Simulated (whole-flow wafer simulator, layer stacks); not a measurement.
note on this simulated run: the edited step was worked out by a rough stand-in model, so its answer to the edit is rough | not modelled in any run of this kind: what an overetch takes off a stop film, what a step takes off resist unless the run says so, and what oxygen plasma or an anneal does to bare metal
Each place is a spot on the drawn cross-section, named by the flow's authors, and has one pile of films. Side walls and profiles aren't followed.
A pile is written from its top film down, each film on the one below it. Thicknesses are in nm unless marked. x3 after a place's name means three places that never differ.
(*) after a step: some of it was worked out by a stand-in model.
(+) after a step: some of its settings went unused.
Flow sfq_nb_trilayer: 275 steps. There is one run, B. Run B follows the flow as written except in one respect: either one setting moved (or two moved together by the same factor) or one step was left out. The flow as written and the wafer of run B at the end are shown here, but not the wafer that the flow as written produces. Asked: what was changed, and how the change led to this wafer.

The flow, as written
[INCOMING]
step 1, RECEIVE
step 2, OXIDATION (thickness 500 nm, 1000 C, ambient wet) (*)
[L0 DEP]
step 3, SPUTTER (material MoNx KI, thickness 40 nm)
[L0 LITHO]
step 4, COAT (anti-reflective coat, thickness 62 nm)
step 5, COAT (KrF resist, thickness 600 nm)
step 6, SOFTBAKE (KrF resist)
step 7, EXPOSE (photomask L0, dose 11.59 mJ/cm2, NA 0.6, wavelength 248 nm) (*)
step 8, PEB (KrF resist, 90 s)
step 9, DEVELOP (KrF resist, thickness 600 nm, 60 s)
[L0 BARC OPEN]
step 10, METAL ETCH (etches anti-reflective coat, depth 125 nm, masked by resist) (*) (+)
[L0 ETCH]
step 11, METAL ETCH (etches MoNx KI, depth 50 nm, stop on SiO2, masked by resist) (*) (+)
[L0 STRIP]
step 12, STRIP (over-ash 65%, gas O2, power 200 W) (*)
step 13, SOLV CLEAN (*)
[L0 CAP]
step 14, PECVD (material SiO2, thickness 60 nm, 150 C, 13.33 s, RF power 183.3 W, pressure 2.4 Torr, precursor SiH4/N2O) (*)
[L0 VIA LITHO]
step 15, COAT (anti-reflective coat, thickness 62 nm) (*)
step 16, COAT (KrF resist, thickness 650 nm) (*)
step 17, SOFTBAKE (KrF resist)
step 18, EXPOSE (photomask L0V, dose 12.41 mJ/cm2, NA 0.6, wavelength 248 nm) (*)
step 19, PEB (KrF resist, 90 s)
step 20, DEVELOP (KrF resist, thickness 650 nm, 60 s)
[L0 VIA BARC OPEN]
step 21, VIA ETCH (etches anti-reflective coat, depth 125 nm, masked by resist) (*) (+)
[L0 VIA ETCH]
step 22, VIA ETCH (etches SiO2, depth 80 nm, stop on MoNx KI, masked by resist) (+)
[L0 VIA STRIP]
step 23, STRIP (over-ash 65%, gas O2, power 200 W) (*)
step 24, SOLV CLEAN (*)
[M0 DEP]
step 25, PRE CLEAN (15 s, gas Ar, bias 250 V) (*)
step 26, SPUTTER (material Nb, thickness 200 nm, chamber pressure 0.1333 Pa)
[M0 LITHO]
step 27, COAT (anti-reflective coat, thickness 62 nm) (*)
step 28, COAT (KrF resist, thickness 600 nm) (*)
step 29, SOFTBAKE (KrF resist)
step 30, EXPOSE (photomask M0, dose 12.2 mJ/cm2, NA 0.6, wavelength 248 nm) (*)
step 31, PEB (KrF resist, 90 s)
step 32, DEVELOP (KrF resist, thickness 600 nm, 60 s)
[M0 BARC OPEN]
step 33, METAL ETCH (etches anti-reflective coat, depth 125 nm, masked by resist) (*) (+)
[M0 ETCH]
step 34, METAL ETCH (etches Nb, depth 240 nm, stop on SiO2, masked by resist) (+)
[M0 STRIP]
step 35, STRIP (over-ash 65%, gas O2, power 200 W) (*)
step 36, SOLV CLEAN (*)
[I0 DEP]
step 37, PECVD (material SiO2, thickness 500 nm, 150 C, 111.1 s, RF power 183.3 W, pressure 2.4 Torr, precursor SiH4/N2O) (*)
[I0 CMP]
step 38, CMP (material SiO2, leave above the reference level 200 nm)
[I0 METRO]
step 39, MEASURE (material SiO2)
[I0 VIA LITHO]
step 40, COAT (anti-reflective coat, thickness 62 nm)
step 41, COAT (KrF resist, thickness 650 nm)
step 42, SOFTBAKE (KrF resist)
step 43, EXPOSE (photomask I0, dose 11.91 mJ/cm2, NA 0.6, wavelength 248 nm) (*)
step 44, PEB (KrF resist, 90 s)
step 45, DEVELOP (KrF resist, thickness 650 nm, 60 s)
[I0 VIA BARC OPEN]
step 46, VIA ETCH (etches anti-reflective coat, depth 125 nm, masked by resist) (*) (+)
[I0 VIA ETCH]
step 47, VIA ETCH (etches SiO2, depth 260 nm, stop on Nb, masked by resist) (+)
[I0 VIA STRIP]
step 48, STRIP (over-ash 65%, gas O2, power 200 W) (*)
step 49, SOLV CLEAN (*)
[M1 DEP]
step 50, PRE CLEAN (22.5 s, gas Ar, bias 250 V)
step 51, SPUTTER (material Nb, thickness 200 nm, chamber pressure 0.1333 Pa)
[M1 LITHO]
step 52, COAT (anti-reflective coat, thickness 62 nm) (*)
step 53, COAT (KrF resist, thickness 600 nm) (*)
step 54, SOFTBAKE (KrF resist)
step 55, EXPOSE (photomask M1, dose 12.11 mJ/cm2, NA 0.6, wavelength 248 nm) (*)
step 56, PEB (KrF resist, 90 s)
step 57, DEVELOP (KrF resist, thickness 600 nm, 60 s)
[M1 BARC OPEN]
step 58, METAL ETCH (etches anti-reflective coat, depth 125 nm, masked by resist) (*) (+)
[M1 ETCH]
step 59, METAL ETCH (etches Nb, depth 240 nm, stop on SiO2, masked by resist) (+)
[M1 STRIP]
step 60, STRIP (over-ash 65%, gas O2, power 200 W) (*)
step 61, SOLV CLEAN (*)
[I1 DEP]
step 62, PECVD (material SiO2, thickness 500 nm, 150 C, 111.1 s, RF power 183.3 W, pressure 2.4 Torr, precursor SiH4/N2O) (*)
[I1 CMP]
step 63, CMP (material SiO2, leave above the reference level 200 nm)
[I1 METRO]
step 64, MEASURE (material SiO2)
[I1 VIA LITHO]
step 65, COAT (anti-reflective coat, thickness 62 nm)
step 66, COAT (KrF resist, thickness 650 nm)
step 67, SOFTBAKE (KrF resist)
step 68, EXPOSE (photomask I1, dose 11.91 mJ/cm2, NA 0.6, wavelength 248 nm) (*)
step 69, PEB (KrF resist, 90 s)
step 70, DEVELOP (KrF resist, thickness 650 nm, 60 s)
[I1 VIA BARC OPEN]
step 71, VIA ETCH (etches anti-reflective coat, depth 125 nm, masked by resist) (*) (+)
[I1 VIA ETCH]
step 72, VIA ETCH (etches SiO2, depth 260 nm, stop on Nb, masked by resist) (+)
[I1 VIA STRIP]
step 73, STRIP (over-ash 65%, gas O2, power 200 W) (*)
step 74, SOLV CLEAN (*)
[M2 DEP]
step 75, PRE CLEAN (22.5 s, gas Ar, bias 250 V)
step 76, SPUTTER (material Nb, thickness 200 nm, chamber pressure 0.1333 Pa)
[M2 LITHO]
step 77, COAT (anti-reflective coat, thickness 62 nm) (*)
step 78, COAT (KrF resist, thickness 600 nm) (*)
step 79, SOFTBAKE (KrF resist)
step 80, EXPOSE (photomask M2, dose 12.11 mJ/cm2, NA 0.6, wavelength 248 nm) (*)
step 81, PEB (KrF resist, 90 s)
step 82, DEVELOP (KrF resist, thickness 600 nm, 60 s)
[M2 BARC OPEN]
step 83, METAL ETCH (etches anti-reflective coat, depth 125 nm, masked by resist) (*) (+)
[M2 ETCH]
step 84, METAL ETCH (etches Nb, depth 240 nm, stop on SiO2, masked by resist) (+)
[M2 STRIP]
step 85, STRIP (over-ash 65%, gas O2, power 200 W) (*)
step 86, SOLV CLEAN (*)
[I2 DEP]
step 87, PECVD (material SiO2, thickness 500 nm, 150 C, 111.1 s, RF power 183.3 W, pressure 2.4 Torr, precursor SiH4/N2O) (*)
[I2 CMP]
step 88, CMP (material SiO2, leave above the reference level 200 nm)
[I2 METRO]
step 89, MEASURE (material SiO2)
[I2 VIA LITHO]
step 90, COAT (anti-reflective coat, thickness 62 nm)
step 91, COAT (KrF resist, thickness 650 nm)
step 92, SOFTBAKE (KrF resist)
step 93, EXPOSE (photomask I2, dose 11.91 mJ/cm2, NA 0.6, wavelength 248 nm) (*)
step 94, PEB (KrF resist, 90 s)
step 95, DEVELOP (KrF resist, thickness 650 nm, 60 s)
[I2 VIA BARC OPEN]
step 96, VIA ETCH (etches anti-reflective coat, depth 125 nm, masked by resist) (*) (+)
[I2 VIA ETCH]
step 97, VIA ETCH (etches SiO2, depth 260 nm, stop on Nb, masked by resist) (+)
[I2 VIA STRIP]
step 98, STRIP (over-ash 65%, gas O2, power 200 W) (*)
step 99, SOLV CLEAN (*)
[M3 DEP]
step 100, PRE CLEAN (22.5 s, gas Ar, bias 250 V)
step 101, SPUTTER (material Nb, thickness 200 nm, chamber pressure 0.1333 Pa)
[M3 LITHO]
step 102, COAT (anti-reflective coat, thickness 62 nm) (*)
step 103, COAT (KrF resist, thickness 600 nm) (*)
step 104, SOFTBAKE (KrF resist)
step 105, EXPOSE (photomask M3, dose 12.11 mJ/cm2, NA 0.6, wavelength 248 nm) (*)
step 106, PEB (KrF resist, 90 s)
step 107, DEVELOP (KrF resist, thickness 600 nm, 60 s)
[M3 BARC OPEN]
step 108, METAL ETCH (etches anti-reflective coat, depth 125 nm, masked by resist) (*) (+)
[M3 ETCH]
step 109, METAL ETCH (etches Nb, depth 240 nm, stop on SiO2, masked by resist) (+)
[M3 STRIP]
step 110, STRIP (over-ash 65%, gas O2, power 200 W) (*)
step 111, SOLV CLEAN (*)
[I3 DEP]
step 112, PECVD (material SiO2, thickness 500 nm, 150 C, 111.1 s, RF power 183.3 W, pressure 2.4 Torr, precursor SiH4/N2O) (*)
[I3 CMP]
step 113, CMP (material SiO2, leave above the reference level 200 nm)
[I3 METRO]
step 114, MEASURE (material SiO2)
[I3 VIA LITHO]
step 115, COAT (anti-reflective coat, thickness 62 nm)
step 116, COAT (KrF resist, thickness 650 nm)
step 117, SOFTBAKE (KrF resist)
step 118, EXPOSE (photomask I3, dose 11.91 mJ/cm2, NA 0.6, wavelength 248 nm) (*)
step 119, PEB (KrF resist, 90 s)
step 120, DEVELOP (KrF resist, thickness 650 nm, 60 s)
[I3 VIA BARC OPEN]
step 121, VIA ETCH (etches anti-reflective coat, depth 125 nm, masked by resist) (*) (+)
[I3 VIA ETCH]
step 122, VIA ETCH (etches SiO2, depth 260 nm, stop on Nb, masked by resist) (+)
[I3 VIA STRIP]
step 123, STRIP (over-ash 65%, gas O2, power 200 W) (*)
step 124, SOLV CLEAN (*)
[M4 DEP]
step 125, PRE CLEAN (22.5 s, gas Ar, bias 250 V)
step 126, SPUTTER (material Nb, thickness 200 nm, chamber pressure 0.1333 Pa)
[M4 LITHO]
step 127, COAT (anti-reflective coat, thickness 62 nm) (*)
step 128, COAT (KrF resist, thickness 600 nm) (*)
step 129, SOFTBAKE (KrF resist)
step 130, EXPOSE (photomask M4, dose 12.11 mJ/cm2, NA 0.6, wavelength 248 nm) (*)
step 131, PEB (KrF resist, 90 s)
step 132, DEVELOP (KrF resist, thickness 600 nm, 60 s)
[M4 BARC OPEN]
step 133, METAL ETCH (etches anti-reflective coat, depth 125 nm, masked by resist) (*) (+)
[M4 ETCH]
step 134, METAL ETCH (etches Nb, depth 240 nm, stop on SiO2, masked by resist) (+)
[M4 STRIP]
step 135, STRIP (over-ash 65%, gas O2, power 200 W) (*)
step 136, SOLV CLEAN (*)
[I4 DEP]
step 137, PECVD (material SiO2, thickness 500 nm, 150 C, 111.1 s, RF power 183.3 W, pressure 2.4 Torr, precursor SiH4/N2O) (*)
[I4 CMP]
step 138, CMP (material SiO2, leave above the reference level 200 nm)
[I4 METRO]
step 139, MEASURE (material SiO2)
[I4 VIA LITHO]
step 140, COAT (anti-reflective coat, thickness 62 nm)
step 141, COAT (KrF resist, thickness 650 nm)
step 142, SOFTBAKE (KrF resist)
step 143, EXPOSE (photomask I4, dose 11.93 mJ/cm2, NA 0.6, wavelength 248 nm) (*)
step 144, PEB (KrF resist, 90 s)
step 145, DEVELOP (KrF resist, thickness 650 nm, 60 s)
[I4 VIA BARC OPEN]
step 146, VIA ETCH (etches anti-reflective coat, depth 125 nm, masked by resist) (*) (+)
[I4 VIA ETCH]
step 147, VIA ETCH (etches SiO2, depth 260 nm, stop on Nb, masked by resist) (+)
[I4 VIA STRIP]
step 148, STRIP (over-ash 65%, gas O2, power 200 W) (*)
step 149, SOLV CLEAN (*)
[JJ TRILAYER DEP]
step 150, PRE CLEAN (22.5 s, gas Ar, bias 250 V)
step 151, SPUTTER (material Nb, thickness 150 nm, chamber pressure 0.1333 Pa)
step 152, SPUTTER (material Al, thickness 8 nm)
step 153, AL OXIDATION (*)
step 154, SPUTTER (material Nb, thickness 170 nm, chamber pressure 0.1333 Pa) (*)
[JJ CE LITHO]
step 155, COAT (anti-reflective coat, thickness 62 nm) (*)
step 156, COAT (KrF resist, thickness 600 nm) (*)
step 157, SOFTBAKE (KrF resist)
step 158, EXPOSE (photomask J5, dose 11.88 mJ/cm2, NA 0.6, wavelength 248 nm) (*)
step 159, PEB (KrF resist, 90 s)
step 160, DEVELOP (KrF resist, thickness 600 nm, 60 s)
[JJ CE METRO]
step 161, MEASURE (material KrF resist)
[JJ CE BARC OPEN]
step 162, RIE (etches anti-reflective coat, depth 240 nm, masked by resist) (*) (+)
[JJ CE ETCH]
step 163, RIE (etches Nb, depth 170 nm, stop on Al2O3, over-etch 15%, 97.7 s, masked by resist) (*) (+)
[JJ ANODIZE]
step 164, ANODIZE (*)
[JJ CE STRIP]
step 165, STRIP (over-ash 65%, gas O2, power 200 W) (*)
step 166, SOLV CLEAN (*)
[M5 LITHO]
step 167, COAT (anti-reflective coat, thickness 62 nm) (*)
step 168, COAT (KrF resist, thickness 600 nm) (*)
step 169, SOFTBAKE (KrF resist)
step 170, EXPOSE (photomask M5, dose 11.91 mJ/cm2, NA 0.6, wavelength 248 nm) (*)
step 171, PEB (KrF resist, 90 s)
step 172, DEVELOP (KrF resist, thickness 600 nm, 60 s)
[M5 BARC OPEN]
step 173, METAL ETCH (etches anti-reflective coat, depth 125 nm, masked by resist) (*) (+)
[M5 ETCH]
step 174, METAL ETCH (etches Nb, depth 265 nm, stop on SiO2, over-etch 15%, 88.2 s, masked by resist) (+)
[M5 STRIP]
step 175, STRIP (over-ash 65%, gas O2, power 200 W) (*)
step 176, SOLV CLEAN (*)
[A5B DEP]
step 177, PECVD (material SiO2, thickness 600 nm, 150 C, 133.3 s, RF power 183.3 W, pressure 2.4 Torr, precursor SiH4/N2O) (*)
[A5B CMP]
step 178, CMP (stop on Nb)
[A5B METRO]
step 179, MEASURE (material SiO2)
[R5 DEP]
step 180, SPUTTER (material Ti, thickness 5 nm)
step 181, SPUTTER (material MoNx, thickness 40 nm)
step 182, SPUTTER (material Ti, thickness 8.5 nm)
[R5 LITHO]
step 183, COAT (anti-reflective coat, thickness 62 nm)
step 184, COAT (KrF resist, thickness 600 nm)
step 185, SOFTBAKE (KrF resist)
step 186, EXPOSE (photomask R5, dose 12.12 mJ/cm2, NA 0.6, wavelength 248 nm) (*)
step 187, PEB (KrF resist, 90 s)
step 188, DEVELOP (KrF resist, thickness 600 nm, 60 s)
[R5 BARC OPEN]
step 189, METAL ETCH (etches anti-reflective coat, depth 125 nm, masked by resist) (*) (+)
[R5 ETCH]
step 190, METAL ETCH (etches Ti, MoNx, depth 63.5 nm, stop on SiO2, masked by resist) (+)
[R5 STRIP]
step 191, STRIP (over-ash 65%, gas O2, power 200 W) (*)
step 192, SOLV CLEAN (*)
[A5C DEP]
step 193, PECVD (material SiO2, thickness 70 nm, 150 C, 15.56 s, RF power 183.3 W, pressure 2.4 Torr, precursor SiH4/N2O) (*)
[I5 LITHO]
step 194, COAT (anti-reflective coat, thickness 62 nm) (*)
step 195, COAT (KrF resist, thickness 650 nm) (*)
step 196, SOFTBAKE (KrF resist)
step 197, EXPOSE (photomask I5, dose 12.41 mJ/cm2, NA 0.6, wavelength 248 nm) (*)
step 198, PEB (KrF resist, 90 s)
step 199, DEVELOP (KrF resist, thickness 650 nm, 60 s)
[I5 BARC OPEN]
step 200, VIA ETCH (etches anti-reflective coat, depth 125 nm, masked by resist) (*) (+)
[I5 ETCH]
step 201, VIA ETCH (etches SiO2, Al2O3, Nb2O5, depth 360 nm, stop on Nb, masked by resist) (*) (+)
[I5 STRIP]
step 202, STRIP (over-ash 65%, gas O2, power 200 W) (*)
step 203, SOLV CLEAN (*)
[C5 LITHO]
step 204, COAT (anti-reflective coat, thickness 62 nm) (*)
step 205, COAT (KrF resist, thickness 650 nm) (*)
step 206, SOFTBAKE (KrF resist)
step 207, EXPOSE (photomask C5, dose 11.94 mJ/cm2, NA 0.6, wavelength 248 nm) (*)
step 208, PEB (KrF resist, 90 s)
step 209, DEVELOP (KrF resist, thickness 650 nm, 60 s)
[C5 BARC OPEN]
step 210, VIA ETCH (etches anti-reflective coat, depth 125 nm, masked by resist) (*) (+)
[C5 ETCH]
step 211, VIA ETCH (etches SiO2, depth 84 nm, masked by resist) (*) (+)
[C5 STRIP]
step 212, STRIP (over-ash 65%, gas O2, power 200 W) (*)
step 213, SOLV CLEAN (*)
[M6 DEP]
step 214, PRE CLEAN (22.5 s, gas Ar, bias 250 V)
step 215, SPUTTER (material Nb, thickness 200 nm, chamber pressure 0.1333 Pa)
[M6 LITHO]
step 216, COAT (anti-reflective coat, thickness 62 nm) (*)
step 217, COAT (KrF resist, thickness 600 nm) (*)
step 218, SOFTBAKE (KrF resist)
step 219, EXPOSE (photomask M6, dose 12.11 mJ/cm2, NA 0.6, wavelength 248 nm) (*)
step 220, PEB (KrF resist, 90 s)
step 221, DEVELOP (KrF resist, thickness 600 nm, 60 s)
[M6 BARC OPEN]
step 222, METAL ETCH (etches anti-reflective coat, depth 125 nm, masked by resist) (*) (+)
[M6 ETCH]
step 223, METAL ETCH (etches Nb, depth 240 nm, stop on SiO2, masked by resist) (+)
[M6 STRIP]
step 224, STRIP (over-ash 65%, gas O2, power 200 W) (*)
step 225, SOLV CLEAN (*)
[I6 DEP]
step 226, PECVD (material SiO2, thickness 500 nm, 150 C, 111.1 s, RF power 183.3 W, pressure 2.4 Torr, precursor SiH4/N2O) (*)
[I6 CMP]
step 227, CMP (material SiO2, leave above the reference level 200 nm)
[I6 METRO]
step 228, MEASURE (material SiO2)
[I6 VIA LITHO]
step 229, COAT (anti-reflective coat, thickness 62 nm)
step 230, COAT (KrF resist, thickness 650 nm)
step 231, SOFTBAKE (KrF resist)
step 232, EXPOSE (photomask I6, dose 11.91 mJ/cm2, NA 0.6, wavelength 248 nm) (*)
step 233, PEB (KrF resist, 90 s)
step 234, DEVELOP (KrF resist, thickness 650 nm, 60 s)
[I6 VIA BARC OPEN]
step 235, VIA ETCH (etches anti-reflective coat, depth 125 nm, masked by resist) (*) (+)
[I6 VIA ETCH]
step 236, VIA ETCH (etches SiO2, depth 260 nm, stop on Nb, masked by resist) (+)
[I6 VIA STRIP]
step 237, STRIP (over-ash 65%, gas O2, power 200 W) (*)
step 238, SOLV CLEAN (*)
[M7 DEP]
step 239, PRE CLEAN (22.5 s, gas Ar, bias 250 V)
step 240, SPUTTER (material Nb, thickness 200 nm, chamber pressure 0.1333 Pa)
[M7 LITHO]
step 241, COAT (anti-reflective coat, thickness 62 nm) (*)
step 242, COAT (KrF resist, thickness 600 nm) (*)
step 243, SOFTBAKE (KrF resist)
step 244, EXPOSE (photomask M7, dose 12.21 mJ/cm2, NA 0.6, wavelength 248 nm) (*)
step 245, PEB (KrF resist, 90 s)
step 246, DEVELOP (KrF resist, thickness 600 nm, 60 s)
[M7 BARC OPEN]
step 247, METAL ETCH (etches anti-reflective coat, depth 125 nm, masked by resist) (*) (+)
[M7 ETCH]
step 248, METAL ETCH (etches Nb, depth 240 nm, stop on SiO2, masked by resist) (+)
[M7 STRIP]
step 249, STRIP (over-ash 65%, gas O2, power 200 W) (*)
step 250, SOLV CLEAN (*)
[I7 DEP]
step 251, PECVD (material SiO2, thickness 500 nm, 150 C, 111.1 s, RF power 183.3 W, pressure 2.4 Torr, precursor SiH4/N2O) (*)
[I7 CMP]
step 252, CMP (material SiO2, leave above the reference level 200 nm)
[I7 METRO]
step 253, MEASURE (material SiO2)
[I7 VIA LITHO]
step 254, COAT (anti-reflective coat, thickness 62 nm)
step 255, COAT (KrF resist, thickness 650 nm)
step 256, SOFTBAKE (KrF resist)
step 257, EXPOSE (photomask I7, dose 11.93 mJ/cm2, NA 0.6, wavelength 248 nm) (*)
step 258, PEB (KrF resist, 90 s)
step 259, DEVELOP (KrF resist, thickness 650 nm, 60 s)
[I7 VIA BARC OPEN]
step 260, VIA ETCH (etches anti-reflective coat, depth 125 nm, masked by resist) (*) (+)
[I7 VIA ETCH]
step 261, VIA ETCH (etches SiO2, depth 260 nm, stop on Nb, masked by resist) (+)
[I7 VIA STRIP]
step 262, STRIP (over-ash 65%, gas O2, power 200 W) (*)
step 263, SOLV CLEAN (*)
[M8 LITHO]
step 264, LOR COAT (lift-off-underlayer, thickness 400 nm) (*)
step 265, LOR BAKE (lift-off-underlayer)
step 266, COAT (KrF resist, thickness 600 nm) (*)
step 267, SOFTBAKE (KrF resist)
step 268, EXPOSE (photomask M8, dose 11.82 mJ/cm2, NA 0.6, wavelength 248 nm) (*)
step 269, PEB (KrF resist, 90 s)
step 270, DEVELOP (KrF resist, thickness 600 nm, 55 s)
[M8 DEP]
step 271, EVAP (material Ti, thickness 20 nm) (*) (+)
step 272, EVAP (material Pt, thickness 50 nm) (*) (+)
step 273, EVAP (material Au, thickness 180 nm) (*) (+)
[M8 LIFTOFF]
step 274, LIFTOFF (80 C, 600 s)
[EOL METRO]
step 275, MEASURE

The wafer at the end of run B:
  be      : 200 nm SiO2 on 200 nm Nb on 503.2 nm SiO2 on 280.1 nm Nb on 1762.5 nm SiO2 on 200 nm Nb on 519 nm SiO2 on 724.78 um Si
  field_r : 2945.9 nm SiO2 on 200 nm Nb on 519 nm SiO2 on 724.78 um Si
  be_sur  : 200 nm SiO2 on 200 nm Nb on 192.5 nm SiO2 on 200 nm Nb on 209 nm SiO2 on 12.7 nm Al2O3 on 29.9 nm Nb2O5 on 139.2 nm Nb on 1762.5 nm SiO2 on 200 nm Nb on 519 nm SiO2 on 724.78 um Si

The reason: step 14, PECVD: thickness 24 nm was run, though the flow has thickness 60 nm; step 14, PECVD: 5.333 s was run, where the flow has 13.33 s.

How this came from the change, step by step:
  step 14, PECVD (material SiO2, thickness 60 nm, 150 C, 13.33 s, RF power 183.3 W, pressure 2.4 Torr, precursor SiH4/N2O) (*)
      v_sur, via_wl, via_w and 97 more: +24 SiO2 (it would be, as written: +60 SiO2)
      field_l, l0_sur, l0v, l0r_line_l, l0r_line_c, l0r_line_r: +24 SiO2 (new film) (it would be, as written: +60 SiO2 (new film))
  step 22, VIA ETCH (etches SiO2, depth 80 nm, stop on MoNx KI, masked by resist) (+)
      field_l, v_sur, via_wl and 102 more: -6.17 KrF resist (it would be, as written: -13.8 KrF resist)
      l0v: -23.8 SiO2 (all of it) (it would be, as written: -59.8 SiO2 (all of it))
  step 26, SPUTTER (material Nb, thickness 200 nm, chamber pressure 0.1333 Pa)
      l0v: +200 Nb (new film) (it would be, as written: +195.7 Nb (new film))
  step 27, COAT (anti-reflective coat, thickness 62 nm) (*)
      l0_sur: +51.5 anti-reflective coat (new film) (it would be, as written: +47.5 anti-reflective coat (new film))
      l0v: +67 anti-reflective coat (new film) (it would be, as written: +78 anti-reflective coat (new film))
  step 28, COAT (KrF resist, thickness 600 nm) (*)
      l0v: +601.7 KrF resist (new film) (it would be, as written: +622.9 KrF resist (new film))
  step 35, STRIP (over-ash 65%, gas O2, power 200 W) (*)
      l0_sur: -373.9 KrF resist (all of it), -51.5 anti-reflective coat (all of it) (it would be, as written: -372 KrF resist (all of it), -47.5 anti-reflective coat (all of it))
      l0v: -384.1 KrF resist (all of it), -67 anti-reflective coat (all of it) (it would be, as written: -405.3 KrF resist (all of it), -78 anti-reflective coat (all of it))
  step 38, CMP (material SiO2, leave above the reference level 200 nm)
      l0v: -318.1 SiO2 (it would be, as written: -277.8 SiO2)
